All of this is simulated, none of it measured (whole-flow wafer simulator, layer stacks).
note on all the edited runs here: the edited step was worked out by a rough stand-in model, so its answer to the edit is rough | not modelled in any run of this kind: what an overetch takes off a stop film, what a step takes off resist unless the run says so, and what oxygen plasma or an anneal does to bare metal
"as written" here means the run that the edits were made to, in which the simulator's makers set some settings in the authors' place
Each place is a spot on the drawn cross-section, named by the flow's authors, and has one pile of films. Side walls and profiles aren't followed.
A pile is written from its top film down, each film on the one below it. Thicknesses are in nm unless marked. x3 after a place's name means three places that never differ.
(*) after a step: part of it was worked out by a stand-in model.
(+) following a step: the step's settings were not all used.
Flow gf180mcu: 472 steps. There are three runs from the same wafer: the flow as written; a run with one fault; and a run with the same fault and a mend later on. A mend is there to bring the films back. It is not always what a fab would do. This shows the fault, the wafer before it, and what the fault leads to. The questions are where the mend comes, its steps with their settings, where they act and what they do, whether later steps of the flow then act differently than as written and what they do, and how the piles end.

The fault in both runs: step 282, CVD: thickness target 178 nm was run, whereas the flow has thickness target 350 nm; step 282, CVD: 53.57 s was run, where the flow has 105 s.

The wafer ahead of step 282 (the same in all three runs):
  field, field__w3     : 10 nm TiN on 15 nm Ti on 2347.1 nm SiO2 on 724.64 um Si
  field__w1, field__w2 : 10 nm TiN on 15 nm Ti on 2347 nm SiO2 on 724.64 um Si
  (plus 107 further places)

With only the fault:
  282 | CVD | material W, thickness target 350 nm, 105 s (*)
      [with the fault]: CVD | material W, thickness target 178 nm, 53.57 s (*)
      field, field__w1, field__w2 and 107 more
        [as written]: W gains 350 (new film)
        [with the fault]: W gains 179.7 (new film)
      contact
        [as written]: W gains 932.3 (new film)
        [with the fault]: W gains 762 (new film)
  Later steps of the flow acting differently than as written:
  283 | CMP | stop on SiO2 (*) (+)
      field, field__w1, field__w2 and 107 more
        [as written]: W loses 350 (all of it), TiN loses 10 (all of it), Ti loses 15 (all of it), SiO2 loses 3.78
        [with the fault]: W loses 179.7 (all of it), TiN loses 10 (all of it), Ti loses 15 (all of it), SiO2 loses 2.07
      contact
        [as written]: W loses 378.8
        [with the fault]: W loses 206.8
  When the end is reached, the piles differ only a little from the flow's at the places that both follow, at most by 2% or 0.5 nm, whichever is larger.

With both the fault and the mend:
  After step 282 comes the mend.
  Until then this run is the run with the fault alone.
  282a | CVD | material W, thickness target 172 nm, 51.62 s (the flow's step 282, run once more with other settings)
      field, field__w1, field__w2 and 108 more
        W gains 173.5
  None of the later steps of the flow differs from how it acts as written, at any place that is followed, by more than 2% or 0.5 nm, whichever is larger.
  When the end is reached, the piles differ only a little from the flow's at the places that both follow, at most by 2% or 0.5 nm, whichever is larger.
